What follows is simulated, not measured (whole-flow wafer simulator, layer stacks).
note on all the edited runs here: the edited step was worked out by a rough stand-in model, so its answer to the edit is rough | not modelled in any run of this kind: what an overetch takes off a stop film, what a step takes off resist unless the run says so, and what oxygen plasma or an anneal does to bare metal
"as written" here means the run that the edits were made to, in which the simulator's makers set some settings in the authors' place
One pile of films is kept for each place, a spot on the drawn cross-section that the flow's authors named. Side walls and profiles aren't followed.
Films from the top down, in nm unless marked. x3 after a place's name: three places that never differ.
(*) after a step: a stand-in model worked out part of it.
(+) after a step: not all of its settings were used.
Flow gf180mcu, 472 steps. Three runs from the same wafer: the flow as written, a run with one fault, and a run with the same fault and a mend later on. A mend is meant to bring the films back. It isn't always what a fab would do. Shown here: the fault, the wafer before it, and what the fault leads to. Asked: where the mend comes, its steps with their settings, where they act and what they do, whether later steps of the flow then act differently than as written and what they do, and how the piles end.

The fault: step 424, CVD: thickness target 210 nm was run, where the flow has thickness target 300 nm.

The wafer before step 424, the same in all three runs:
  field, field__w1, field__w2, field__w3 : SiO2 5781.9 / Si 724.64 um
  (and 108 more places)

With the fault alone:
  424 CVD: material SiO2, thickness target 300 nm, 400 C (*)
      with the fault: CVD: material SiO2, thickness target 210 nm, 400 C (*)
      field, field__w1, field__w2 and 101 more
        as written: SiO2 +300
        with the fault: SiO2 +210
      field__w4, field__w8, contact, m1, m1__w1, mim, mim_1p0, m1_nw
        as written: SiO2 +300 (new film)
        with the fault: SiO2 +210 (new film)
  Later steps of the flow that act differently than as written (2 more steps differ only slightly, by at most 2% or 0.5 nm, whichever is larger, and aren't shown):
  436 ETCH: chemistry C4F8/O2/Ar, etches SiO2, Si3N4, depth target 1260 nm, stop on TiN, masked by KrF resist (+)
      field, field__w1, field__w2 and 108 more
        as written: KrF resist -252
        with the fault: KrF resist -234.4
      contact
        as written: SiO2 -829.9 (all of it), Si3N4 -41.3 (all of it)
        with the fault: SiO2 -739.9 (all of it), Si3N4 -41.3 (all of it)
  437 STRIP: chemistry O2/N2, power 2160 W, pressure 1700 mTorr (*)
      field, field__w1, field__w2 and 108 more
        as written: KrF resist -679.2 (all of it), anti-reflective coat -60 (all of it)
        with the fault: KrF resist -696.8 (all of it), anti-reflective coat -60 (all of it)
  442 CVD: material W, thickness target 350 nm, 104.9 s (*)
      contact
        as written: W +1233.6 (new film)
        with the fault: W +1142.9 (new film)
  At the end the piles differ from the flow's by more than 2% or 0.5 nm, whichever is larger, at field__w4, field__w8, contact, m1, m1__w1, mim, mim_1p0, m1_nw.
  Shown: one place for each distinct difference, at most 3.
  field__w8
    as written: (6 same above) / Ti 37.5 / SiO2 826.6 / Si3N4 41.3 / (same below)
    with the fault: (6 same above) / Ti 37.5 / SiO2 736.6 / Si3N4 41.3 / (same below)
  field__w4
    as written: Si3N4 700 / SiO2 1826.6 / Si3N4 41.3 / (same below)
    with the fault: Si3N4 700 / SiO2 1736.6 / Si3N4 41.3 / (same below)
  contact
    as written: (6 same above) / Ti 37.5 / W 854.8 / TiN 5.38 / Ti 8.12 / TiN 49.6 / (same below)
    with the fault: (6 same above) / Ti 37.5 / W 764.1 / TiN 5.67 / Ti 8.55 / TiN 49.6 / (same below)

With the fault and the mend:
  The mend comes after step 424.
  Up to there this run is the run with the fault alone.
  424a CVD: material SiO2, thickness target 90 nm, 400 C (*) (the flow's step 424 once more, with other settings)
      field, field__w1, field__w2 and 109 more
        SiO2 +90
  No later step of the flow acts differently than as written at any place that is followed.
  At the end the piles are the same as the flow's at every place that both follow.
